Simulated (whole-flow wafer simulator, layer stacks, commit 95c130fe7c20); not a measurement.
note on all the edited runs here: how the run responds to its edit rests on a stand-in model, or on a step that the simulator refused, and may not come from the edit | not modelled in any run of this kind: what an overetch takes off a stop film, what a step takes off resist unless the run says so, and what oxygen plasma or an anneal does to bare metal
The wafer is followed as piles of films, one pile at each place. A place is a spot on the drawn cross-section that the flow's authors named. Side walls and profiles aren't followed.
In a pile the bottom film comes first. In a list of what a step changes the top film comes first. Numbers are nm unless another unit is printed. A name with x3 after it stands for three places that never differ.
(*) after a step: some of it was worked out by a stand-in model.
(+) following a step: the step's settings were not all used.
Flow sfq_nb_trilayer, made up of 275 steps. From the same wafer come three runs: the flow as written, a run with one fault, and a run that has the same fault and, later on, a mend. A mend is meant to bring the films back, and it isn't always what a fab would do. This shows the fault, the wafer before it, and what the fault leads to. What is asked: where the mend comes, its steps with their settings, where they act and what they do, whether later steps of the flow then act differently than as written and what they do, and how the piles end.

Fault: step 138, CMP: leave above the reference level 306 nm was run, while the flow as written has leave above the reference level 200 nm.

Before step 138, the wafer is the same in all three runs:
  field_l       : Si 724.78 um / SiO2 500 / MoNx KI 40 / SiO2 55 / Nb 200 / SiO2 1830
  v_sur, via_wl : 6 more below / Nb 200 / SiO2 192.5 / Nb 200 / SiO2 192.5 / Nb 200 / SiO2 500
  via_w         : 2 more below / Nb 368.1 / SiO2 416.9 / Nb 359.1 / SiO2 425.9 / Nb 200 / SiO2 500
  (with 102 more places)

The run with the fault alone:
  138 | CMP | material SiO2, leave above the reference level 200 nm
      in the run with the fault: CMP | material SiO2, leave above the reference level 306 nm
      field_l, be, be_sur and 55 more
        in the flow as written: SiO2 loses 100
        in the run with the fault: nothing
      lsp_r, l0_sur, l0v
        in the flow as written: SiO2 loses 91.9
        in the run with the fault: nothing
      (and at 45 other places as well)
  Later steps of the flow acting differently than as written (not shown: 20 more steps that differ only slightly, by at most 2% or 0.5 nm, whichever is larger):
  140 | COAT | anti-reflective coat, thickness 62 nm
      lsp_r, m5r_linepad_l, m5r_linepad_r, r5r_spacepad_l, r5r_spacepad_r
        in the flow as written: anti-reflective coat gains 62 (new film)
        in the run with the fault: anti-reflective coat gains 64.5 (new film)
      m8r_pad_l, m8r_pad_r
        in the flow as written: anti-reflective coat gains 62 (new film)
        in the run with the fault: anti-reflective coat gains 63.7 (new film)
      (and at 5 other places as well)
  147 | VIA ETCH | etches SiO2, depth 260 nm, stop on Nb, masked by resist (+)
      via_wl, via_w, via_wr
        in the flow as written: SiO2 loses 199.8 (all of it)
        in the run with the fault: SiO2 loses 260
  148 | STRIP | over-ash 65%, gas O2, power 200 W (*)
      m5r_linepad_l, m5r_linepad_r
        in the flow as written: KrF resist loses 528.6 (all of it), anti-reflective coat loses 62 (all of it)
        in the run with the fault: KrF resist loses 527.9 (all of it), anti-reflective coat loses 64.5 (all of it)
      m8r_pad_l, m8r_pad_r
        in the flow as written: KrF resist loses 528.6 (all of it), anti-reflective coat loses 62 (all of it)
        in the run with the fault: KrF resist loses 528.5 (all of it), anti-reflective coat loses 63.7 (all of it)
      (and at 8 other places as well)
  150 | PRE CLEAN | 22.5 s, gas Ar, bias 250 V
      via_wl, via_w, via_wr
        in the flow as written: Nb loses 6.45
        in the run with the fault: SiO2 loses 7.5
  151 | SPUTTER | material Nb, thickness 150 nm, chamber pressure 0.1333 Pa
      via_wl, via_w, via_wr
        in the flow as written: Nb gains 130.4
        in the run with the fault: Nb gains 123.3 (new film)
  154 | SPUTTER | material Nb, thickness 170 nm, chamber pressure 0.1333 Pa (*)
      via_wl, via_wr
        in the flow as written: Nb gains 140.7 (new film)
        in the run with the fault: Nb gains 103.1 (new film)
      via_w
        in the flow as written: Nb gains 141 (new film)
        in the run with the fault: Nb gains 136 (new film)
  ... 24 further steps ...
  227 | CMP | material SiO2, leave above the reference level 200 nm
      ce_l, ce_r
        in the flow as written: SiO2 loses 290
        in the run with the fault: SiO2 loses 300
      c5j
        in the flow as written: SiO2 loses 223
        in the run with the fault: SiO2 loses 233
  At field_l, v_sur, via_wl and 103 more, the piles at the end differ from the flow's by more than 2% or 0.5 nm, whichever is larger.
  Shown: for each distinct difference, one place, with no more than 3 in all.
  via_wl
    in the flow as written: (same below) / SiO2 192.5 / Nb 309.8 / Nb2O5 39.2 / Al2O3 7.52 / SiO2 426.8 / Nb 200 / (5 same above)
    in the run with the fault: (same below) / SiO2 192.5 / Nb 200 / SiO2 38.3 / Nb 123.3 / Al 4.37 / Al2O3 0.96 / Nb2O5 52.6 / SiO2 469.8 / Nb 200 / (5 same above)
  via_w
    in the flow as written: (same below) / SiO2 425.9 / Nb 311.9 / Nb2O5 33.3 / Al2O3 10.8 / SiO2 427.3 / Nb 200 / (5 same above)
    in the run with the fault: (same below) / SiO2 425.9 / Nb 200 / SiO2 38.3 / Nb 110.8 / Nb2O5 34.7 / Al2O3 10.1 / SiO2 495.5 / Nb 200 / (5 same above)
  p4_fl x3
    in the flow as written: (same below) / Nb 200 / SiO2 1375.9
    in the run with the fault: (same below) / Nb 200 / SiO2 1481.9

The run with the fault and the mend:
  The mend stands after step 145.
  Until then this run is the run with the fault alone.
  145a | STRIP | over-ash 65%, gas O2, power 200 W (*)
      ce_l, c5j, ce_r, sp_r, be_r, res, r_end, l0r_line_r
        KrF resist loses 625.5 (all of it), anti-reflective coat loses 62.1 (all of it)
      p4_fl x3, p4_w1 x3, p4_g1 x2
        KrF resist loses 625.1 (all of it), anti-reflective coat loses 62 (all of it)
      m0r_line_l, m0r_line_r, m6r_line_l, m6r_line_r, m7r_line_l, m7r_line_r
        KrF resist loses 626.1 (all of it), anti-reflective coat loses 62.2 (all of it)
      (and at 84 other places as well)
  145b | CMP | material SiO2, leave above the reference level 200 nm (the flow's step 138, run once more)
      field_l, be, be_sur and 55 more
        SiO2 loses 100
      v_sur, via_wl, via_w and 42 more
        SiO2 loses 106
      lsp_r, l0_sur, l0v
        SiO2 loses 91.9
  145c | COAT | anti-reflective coat, thickness 62 nm (the flow's step 140, run once more)
      field_l, v_sur, via_wl and 103 more
        anti-reflective coat gains 62 (new film)
  145d | COAT | KrF resist, thickness 650 nm (the flow's step 141, run once more)
      field_l, v_sur, via_wl and 103 more
        KrF resist gains 650 (new film)
  145e | SOFTBAKE | KrF resist (the flow's step 142, run once more)
      alters no film at any place that is followed
  145f | EXPOSE | photomask I4, dose 11.93 mJ/cm2, NA 0.6, wavelength 248 nm (*) (the flow's step 143, run once more)
      alters no film at any place that is followed
  145g | PEB | KrF resist, 90 s (the flow's step 144, run once more)
      field_l, v_sur, via_wl and 103 more
        KrF resist loses 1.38
  145h | DEVELOP | KrF resist, thickness 650 nm, 60 s (the flow's step 145, run once more)
      field_l, v_sur, via_sp and 100 more
        KrF resist loses 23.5
      via_wl, via_w, via_wr
        KrF resist loses 648.6 (all of it)
  None of the later steps of the flow acts differently than as written at any place that is followed.
  By the end, the piles equal the flow's at every place that both follow.
